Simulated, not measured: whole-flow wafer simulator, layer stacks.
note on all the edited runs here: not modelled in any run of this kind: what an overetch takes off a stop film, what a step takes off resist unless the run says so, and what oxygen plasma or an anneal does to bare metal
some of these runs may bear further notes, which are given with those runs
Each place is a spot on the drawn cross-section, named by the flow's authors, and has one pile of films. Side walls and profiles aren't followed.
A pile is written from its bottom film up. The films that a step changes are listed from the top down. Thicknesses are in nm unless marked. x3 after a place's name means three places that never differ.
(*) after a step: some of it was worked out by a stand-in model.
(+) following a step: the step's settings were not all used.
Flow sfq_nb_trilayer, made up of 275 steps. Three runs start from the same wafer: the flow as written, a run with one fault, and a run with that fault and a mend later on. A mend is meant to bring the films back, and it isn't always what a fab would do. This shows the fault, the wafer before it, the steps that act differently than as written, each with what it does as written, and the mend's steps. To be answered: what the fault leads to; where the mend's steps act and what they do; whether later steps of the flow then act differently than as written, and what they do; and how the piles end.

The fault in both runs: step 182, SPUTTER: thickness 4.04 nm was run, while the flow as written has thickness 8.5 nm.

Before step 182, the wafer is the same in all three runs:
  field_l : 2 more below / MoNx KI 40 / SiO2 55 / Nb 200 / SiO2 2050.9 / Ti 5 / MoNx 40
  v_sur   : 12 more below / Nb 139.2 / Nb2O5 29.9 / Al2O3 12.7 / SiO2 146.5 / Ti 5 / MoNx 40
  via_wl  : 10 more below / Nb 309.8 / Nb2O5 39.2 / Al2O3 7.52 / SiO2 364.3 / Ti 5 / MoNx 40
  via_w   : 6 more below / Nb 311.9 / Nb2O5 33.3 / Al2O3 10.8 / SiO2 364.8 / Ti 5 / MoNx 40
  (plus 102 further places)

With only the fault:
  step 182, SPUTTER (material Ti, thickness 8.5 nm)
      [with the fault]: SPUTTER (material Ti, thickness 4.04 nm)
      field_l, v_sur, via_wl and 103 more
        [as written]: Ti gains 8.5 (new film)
        [with the fault]: Ti gains 4.04 (new film)
  Later steps of the flow acting differently than as written (not shown: 12 more steps that differ only slightly, by at most 2% or 0.5 nm, whichever is larger):
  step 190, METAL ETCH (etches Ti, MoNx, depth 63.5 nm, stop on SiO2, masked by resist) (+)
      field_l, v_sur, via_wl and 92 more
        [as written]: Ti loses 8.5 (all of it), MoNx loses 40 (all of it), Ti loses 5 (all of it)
        [with the fault]: Ti loses 4.04 (all of it), MoNx loses 40 (all of it), Ti loses 5 (all of it)
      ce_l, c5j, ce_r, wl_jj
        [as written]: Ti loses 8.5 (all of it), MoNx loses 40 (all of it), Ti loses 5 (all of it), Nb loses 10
        [with the fault]: Ti loses 4.04 (all of it), MoNx loses 40 (all of it), Ti loses 5 (all of it), Nb loses 14.5
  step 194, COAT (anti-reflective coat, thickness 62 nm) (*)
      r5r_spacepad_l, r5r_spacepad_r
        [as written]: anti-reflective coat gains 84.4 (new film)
        [with the fault]: anti-reflective coat gains 82.5 (new film)
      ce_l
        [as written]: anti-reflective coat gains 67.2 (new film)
        [with the fault]: anti-reflective coat gains 69.2 (new film)
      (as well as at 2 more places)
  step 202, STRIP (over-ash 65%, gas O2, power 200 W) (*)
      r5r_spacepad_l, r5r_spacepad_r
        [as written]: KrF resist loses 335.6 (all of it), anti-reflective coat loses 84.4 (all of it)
        [with the fault]: KrF resist loses 335.5 (all of it), anti-reflective coat loses 82.5 (all of it)
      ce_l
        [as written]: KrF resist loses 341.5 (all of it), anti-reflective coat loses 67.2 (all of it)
        [with the fault]: KrF resist loses 342.7 (all of it), anti-reflective coat loses 69.2 (all of it)
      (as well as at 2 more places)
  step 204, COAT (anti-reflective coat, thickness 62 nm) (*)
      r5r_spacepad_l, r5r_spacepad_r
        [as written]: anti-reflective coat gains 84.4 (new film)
        [with the fault]: anti-reflective coat gains 82.5 (new film)
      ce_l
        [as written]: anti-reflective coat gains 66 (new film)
        [with the fault]: anti-reflective coat gains 68 (new film)
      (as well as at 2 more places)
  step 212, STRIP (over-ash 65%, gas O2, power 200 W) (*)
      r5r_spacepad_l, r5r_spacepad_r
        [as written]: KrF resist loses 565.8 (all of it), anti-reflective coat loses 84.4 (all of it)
        [with the fault]: KrF resist loses 565.2 (all of it), anti-reflective coat loses 82.5 (all of it)
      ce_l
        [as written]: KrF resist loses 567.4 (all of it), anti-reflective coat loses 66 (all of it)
        [with the fault]: KrF resist loses 568.3 (all of it), anti-reflective coat loses 68 (all of it)
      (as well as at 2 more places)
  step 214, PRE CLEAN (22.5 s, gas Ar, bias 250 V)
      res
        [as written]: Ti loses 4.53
        [with the fault]: Ti loses 4.04 (all of it), MoNx loses 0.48
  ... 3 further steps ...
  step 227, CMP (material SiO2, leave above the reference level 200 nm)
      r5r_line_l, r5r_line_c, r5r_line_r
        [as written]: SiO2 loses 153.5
        [with the fault]: SiO2 loses 149
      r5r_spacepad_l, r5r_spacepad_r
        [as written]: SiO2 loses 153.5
        [with the fault]: SiO2 loses 146.5
  By the end, the piles at ce_l, ce_r, be_r and 7 more depart from the flow's by more than 2% or 0.5 nm, whichever is larger.
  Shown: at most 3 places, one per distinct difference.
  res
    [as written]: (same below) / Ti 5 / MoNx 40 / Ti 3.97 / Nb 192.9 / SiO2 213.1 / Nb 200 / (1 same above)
    [with the fault]: (same below) / Ti 5 / MoNx 39.5 / Nb 192.9 / SiO2 217.6 / Nb 200 / (1 same above)
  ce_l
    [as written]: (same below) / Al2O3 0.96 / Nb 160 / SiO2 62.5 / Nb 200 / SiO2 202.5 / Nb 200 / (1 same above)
    [with the fault]: (same below) / Al2O3 0.96 / Nb 155.5 / SiO2 62.5 / Nb 200 / SiO2 207 / Nb 200 / (1 same above)
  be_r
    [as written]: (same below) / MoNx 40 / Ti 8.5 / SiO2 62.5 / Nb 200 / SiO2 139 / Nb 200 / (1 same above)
    [with the fault]: (same below) / MoNx 40 / Ti 4.04 / SiO2 62.5 / Nb 200 / SiO2 143.5 / Nb 200 / (1 same above)

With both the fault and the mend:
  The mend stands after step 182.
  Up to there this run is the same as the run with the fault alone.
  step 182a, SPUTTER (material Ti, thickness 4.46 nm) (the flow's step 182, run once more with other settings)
      field_l, v_sur, via_wl and 103 more
        Ti gains 4.46
  None of the later steps of the flow acts differently than as written at any place that is followed.
  At every place that both follow, the piles at the end match the flow's.
